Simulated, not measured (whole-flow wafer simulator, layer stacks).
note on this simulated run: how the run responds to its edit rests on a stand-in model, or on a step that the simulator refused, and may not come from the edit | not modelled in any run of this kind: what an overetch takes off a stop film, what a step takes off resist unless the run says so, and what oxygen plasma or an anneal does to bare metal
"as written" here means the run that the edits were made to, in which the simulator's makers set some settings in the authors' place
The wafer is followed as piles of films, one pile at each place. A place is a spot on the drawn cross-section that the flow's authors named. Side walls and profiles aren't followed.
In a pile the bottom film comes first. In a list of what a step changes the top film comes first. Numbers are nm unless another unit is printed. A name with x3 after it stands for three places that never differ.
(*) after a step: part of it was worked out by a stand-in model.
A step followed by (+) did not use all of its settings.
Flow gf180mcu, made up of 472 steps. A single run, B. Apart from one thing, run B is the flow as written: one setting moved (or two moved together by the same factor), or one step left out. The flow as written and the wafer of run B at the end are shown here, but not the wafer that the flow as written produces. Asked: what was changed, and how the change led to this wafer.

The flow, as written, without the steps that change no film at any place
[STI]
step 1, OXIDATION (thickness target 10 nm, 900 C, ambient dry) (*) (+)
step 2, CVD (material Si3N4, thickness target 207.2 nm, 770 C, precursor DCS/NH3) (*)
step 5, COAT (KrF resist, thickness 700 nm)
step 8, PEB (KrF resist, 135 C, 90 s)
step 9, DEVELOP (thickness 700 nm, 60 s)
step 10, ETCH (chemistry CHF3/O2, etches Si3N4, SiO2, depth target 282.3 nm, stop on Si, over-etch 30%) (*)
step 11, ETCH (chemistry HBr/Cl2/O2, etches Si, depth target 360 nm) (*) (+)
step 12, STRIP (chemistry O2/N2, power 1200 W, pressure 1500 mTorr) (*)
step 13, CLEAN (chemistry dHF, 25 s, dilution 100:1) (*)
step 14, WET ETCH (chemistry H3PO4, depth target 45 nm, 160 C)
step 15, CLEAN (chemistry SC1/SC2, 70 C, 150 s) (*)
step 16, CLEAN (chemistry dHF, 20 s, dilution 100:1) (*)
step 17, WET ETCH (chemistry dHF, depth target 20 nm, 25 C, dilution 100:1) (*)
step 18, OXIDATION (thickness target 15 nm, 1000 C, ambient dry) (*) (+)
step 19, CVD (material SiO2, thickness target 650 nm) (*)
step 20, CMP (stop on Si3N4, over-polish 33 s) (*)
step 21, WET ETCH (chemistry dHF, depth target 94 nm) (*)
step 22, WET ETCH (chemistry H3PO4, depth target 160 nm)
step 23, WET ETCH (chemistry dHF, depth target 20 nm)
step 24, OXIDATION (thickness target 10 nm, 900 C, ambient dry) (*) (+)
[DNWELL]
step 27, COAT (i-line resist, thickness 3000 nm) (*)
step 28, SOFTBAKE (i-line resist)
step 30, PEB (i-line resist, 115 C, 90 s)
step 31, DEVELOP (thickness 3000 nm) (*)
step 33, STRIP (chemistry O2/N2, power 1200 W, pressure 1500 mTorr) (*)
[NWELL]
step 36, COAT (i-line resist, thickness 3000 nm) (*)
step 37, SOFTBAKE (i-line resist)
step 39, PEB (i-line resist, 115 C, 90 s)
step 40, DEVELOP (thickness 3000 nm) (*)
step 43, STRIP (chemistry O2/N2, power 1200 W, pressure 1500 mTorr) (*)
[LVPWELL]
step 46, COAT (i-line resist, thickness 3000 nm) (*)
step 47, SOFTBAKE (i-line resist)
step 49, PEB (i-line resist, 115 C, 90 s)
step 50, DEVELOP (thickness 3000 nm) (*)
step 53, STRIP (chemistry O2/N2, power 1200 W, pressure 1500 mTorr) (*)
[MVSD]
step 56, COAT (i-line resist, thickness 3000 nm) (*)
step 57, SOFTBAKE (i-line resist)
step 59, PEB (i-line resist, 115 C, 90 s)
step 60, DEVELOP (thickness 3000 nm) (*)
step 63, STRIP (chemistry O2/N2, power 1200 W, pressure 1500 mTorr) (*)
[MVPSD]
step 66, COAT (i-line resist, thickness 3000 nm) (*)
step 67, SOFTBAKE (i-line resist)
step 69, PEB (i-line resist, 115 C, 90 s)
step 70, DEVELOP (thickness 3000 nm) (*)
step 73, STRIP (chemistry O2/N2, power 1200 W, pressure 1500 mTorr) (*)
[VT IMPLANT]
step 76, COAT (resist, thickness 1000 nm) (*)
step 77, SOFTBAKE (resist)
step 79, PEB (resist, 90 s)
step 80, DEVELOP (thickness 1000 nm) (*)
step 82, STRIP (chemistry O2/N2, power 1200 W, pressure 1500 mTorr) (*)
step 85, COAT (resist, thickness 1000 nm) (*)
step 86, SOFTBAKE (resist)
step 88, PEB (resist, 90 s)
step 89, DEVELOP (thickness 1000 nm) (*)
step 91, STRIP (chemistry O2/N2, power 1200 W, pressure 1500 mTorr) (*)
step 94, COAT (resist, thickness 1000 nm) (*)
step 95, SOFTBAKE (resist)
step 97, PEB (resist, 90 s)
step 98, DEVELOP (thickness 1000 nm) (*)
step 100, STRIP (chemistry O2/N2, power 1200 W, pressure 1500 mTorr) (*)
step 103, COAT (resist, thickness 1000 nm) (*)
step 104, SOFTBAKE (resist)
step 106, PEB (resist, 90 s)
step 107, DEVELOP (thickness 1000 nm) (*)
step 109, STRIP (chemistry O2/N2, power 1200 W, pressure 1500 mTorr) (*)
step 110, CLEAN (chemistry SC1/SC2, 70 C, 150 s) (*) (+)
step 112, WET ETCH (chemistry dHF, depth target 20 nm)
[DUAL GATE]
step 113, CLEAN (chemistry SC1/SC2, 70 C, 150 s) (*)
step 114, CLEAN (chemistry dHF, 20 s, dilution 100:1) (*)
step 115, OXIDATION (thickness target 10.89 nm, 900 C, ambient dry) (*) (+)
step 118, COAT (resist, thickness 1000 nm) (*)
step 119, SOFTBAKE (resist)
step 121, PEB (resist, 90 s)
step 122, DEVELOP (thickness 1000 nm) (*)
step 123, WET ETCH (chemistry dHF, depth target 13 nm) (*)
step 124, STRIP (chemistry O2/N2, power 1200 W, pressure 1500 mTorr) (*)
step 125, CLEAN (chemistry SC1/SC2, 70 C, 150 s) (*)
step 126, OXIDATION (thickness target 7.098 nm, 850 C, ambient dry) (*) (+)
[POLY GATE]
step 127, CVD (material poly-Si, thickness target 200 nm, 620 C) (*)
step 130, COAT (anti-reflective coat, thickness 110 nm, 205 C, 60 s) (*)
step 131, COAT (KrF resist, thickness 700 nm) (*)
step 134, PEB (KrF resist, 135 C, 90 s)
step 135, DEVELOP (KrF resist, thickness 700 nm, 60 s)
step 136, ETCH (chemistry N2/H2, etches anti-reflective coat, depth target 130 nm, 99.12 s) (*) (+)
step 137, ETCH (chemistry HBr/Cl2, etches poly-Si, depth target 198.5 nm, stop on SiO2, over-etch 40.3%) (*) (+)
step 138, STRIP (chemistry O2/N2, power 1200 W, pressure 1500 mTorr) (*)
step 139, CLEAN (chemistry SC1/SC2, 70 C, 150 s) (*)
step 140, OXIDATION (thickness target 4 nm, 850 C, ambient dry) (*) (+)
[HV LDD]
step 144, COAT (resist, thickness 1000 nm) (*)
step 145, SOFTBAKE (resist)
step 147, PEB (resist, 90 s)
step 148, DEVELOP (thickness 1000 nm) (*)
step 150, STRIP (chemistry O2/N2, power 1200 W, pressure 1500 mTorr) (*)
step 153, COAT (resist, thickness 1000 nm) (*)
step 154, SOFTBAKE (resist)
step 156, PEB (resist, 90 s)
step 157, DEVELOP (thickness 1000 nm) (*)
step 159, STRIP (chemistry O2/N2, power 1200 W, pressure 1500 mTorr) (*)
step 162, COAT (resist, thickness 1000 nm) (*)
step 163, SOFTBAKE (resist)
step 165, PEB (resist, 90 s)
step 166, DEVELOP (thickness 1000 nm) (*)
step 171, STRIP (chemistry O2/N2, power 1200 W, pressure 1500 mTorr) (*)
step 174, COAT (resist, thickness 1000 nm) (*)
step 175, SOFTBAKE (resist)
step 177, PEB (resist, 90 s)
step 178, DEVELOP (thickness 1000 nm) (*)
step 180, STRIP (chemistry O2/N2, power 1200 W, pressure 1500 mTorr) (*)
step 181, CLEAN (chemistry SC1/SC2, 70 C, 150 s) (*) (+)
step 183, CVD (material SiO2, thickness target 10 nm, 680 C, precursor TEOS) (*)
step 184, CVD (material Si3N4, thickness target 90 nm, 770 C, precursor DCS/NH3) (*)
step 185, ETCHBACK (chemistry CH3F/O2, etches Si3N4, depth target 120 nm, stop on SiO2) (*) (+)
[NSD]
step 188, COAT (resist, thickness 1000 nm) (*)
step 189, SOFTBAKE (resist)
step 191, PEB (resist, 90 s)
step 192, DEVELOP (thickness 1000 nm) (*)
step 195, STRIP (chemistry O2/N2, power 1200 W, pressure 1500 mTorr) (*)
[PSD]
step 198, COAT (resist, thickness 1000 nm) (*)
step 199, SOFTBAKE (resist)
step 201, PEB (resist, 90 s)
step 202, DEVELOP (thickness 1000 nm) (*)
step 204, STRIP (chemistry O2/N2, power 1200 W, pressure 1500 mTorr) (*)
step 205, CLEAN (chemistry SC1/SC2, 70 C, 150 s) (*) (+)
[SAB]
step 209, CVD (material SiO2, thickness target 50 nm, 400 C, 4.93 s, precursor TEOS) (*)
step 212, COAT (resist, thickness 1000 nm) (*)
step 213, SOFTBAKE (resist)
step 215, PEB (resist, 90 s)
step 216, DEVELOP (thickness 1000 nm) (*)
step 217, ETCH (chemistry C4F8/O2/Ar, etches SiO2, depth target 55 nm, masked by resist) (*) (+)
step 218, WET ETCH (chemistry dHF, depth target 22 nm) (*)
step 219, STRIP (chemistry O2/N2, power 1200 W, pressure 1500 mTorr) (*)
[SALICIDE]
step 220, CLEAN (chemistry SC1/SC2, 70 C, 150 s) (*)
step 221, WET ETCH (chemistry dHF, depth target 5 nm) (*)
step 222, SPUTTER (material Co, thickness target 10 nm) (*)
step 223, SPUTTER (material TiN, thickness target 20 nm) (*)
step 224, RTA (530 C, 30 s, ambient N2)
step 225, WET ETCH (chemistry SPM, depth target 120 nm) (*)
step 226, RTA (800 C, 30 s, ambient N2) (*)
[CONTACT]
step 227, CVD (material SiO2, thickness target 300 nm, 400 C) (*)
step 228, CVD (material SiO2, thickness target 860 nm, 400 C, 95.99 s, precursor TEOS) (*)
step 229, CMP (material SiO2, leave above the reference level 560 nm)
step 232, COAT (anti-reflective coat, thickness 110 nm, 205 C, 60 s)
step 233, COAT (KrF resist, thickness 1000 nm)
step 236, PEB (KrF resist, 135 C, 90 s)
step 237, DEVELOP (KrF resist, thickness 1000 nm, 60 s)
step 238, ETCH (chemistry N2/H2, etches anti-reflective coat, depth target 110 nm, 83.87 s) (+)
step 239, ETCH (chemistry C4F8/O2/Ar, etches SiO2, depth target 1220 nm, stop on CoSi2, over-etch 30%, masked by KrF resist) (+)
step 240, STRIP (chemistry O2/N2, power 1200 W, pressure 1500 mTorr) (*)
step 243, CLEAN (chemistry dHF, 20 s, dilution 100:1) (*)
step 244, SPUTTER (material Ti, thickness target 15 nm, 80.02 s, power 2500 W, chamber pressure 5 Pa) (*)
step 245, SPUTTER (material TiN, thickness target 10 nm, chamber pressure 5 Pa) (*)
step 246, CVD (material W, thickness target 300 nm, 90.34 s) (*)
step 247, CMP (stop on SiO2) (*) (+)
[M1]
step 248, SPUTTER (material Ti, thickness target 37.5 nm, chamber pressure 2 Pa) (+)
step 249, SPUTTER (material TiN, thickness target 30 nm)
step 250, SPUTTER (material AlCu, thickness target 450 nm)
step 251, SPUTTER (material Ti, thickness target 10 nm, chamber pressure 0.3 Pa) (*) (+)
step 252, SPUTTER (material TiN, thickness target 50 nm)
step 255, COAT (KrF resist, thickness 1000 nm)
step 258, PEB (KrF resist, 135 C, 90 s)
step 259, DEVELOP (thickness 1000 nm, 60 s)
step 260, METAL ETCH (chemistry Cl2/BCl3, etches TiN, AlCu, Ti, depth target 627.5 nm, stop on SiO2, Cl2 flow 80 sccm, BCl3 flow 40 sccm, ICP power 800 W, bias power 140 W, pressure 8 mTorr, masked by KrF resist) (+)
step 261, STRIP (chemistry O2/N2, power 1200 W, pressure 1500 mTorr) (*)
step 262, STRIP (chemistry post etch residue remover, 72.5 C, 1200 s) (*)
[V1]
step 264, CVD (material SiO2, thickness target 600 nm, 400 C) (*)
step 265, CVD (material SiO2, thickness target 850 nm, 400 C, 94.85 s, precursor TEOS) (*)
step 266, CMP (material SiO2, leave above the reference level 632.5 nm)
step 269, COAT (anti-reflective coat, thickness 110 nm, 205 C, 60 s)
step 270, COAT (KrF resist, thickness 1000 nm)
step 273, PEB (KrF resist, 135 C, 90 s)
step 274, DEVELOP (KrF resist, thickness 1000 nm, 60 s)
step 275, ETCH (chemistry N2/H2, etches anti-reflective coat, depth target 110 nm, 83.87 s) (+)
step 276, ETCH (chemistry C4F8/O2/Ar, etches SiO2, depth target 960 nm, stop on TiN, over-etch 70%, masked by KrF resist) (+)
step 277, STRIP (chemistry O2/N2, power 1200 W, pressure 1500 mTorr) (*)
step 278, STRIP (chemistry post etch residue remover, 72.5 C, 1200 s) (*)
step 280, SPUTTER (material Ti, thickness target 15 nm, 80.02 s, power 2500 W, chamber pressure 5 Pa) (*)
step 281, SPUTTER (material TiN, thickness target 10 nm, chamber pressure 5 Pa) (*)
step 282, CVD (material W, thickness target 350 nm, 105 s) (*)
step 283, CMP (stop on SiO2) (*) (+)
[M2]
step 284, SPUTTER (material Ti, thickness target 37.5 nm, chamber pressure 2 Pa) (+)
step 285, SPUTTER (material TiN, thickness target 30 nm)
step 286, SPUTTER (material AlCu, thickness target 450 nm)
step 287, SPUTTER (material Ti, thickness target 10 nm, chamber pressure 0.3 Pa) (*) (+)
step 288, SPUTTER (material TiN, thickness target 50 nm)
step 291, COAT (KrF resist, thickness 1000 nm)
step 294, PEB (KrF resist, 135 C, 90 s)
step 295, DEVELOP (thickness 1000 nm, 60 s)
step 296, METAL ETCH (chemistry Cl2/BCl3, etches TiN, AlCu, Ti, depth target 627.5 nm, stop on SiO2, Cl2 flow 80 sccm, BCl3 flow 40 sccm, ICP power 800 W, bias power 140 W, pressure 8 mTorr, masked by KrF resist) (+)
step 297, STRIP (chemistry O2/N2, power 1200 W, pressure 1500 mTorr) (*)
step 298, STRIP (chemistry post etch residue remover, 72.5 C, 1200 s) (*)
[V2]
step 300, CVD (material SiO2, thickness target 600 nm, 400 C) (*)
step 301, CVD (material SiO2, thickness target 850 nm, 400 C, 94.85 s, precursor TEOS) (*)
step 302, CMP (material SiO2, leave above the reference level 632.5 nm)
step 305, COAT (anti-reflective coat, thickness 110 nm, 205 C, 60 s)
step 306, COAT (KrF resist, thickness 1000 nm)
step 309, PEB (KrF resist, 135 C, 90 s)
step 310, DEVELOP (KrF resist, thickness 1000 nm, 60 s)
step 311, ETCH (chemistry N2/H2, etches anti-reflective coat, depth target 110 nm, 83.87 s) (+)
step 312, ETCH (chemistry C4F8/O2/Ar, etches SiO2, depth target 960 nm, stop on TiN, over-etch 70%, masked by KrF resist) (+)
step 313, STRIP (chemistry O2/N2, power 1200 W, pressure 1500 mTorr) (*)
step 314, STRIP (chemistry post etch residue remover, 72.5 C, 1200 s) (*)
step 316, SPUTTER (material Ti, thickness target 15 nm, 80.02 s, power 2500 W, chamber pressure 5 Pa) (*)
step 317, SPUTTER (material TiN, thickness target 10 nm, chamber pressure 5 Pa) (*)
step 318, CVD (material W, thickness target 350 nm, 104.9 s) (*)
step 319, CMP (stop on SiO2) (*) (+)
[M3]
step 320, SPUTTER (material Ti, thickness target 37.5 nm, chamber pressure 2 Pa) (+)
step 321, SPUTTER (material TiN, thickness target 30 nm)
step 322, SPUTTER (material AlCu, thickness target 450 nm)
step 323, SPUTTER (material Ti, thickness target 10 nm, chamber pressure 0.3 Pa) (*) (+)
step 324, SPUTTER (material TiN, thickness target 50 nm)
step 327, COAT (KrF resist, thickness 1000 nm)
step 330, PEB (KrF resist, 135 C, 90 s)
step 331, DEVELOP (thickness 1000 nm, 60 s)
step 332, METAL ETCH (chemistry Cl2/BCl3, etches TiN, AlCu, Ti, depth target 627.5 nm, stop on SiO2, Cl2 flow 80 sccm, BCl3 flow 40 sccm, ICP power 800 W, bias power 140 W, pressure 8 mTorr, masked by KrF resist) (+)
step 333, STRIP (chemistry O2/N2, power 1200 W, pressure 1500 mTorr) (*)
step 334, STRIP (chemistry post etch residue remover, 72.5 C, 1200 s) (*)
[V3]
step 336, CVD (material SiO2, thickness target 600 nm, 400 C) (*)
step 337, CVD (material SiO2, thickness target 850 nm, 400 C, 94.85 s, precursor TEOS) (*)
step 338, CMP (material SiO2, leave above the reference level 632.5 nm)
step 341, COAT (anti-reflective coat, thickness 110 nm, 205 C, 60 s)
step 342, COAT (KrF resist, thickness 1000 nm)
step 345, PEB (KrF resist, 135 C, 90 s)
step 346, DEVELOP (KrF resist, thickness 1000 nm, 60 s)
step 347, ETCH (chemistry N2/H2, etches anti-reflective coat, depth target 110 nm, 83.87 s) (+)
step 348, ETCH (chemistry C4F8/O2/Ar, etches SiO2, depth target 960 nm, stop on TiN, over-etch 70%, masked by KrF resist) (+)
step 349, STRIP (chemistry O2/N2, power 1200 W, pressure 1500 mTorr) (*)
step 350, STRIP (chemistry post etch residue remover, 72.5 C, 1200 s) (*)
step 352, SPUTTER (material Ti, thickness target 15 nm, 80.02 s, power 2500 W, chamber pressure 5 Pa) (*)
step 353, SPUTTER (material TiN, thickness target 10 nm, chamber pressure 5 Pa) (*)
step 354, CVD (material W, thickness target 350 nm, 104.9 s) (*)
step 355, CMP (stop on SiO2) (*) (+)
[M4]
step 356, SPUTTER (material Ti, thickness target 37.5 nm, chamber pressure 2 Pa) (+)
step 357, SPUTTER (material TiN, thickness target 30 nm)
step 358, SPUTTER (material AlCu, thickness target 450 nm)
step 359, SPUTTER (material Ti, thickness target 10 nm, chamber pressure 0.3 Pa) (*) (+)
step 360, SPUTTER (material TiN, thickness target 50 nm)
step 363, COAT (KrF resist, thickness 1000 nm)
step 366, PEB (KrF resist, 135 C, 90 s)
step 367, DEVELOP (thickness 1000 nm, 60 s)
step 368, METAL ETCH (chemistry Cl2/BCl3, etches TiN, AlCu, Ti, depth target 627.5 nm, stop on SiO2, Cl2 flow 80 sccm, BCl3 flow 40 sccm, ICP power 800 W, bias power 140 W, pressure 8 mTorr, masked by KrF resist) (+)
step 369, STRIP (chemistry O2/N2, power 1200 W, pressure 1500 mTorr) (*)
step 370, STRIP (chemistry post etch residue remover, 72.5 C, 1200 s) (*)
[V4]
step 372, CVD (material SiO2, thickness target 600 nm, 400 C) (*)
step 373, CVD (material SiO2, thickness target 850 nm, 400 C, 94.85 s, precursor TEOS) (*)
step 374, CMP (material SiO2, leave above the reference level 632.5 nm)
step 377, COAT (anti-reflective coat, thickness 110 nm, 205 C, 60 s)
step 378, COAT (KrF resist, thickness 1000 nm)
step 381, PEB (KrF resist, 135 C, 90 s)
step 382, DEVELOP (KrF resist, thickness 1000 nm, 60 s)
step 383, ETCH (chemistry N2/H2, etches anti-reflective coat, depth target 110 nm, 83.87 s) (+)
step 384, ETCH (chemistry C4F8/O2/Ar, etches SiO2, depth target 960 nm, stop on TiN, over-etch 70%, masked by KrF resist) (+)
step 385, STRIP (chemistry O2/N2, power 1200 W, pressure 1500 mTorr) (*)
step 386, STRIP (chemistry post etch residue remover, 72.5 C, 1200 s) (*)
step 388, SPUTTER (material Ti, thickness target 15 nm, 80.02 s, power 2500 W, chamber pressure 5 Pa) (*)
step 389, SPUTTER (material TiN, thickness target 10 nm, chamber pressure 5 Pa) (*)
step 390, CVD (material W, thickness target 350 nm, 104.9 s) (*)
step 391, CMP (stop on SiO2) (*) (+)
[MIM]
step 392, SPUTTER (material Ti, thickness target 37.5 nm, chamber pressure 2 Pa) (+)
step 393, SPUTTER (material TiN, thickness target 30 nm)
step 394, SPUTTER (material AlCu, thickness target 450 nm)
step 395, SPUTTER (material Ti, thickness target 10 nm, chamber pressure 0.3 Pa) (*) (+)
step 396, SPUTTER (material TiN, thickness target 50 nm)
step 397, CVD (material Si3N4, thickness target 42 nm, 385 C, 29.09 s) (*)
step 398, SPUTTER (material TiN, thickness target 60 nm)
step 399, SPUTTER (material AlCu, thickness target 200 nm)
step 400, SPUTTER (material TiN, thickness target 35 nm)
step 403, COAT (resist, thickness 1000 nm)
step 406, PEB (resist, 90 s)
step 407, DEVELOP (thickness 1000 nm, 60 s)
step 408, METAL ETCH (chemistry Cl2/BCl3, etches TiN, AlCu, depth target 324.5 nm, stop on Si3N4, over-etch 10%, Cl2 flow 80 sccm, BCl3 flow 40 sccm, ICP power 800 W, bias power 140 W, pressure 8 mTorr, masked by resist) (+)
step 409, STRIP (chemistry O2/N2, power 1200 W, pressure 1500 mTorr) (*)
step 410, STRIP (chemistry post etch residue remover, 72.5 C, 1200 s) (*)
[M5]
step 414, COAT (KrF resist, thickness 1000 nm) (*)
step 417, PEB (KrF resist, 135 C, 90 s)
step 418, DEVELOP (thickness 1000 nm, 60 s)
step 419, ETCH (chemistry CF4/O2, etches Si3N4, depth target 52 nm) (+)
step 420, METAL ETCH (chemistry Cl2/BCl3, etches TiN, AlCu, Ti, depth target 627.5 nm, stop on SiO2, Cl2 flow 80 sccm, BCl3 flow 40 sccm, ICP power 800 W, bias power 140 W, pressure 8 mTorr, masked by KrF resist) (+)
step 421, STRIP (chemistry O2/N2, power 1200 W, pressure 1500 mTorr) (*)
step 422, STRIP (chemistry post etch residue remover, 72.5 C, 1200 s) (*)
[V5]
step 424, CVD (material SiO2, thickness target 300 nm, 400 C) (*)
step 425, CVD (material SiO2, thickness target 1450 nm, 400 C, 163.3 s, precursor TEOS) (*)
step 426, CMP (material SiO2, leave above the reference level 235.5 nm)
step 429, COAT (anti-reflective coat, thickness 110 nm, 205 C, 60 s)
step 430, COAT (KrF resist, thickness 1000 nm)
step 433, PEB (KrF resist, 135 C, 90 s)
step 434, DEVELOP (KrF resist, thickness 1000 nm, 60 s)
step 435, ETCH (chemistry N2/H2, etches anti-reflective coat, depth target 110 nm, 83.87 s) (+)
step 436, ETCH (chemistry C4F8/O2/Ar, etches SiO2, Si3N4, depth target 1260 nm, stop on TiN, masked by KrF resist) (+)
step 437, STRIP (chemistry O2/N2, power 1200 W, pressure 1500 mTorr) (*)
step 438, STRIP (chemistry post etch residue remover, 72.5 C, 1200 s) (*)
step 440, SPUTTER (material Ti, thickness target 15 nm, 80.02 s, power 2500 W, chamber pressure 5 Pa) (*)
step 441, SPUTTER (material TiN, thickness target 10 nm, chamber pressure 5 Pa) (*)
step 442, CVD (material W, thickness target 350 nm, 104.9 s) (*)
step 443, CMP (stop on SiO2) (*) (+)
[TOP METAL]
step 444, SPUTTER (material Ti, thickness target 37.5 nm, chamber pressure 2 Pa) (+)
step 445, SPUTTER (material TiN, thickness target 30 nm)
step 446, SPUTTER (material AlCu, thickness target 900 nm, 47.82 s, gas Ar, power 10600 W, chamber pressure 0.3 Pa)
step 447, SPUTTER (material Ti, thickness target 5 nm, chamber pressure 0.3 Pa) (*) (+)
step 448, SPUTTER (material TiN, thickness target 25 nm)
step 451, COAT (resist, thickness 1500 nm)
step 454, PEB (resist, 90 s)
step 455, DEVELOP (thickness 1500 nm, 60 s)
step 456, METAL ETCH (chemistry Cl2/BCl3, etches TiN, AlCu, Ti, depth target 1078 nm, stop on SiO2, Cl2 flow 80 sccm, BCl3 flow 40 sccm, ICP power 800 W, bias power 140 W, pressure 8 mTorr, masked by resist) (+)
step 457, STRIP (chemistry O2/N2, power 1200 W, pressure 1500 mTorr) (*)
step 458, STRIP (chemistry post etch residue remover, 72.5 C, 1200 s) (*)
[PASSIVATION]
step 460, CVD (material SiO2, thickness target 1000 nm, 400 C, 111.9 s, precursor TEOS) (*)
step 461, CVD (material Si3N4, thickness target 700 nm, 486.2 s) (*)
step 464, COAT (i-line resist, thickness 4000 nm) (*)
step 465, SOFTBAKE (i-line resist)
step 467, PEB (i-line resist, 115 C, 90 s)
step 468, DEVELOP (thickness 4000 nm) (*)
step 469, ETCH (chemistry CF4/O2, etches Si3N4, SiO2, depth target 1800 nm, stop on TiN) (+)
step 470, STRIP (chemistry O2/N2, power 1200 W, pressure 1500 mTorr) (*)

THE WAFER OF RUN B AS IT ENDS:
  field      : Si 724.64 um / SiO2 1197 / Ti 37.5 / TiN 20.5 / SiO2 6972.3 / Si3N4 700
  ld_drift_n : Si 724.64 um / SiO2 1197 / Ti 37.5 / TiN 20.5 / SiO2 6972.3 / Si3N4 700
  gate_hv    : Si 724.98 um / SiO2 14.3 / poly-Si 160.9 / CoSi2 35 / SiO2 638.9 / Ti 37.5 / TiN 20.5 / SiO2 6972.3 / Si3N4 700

Cause: step 260, METAL ETCH: depth target 519.1 nm was run, whereas the flow has depth target 627.5 nm.

The path from the change to this, step by step:
  step 260, METAL ETCH (chemistry Cl2/BCl3, etches TiN, AlCu, Ti, depth target 627.5 nm, stop on SiO2, Cl2 flow 80 sccm, BCl3 flow 40 sccm, ICP power 800 W, bias power 140 W, pressure 8 mTorr, masked by KrF resist) (+)
      field, field__w1, field__w2 and 99 more: TiN loses 50 (all of it), Ti loses 10 (all of it), AlCu loses 450 (all of it), TiN loses 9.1 (as written it would have been: TiN loses 50 (all of it), Ti loses 10 (all of it), AlCu loses 450 (all of it), TiN loses 30 (all of it), Ti loses 37.5 (all of it))
      field__w8, contact, m1 and 6 more: KrF resist loses 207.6 (as written it would have been: KrF resist loses 251)
  step 261, STRIP (chemistry O2/N2, power 1200 W, pressure 1500 mTorr) (*)
      field__w8, contact, m1 and 6 more: KrF resist loses 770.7 (all of it) (as written it would have been: KrF resist loses 727.4 (all of it))
  step 264, CVD (material SiO2, thickness target 600 nm, 400 C) (*)
      field, field__w1, field__w2 and 99 more: SiO2 gains 600 (new film) (as written it would have been: SiO2 gains 600)
  step 266, CMP (material SiO2, leave above the reference level 632.5 nm)
      field, field__w1, field__w2 and 99 more: SiO2 loses 358 (as written it would have been: SiO2 loses 300)
With metal films that touch counted as one body, field has 1 body; the flow as written gives 0 bodies.
With metal films that touch counted as one body, ld_drift_n has 1 body; the flow as written gives 0 bodies.
With metal films that touch counted as one body, gate_hv has 2 bodies (between them, from the top down: SiO2 638.9); the flow as written gives 1 body.
